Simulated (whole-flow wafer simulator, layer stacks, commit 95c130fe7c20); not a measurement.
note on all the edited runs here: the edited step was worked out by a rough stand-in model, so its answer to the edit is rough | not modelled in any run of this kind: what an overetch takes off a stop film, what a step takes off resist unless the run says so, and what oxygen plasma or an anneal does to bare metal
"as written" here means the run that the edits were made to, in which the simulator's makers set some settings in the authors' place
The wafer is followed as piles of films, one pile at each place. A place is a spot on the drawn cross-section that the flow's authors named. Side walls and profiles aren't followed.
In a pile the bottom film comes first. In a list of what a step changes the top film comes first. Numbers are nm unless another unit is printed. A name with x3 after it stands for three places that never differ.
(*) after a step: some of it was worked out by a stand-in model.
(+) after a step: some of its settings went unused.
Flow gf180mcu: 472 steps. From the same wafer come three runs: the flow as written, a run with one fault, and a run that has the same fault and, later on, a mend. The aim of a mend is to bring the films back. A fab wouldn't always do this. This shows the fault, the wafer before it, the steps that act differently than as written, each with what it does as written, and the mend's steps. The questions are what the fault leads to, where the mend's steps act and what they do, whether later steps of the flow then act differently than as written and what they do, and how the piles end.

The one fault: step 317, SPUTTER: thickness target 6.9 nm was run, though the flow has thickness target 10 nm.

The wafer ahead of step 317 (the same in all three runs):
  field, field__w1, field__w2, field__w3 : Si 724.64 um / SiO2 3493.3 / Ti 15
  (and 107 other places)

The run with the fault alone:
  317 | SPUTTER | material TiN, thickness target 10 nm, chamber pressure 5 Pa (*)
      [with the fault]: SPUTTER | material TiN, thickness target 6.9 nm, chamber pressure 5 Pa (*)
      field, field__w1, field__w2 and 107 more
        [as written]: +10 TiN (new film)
        [with the fault]: +6.9 TiN (new film)
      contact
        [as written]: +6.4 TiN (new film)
        [with the fault]: +4.42 TiN (new film)
  Steps further on in the flow that do not act as written (1 other step is not shown; it differs only slightly, by no more than 2% or 0.5 nm, whichever is larger):
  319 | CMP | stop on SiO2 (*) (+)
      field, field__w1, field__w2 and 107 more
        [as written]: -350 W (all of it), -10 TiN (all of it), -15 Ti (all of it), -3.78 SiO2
        [with the fault]: -350 W (all of it), -6.9 TiN (all of it), -15 Ti (all of it), -3.75 SiO2
  The piles end different from the flow's at contact by more than 2% or 0.5 nm, whichever is larger.
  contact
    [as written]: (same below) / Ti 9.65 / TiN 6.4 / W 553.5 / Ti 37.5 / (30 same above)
    [with the fault]: (same below) / Ti 9.65 / TiN 4.42 / W 555.5 / Ti 37.5 / (30 same above)

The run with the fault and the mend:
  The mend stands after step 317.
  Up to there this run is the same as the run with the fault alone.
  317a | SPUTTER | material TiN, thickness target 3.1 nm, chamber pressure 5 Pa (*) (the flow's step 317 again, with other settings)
      field, field__w1, field__w2 and 107 more
        +3.1 TiN
      contact
        +1.98 TiN
  Every later step of the flow that is run acts as written at every place that is followed.
  The piles end the same as the flow's at every place that both follow.
